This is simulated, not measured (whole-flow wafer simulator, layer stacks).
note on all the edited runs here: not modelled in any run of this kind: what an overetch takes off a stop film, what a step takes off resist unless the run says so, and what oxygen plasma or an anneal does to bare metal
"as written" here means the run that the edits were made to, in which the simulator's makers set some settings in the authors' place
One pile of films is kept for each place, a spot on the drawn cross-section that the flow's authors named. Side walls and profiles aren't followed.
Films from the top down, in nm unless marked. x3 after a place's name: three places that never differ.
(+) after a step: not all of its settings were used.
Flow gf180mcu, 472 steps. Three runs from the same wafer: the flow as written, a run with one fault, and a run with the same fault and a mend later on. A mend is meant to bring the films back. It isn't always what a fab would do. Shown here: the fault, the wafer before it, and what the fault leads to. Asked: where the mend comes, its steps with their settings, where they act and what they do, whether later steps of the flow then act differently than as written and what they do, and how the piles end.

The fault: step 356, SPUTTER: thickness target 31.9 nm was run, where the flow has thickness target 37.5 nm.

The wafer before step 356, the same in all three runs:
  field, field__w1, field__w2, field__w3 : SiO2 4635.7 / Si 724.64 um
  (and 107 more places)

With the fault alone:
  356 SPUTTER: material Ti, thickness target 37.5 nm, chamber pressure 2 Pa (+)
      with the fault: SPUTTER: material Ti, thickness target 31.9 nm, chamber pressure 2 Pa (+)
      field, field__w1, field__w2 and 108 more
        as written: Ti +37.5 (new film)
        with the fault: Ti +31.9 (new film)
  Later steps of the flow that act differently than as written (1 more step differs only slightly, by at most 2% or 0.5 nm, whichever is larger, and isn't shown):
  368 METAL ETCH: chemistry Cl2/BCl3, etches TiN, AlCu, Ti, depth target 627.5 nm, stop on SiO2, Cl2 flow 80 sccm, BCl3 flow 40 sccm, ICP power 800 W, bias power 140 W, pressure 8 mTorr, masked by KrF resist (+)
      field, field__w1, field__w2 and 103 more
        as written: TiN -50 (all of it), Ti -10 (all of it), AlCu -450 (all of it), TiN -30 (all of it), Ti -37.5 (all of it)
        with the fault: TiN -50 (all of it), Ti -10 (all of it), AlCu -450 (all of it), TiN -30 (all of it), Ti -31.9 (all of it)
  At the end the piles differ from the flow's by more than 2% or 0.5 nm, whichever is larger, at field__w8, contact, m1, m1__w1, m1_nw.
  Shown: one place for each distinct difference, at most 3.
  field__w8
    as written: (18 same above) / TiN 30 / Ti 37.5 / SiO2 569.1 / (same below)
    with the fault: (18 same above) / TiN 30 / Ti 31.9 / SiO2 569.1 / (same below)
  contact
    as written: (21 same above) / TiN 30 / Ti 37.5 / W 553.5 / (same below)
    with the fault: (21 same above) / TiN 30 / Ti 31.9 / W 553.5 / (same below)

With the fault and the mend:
  The mend comes after step 356.
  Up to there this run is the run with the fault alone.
  356a SPUTTER: material Ti, thickness target 5.6 nm, chamber pressure 2 Pa (+) (the flow's step 356 once more, with other settings)
      field, field__w1, field__w2 and 108 more
        Ti +5.6
  No later step of the flow acts differently than as written at any place that is followed.
  At the end the piles are the same as the flow's at every place that both follow.
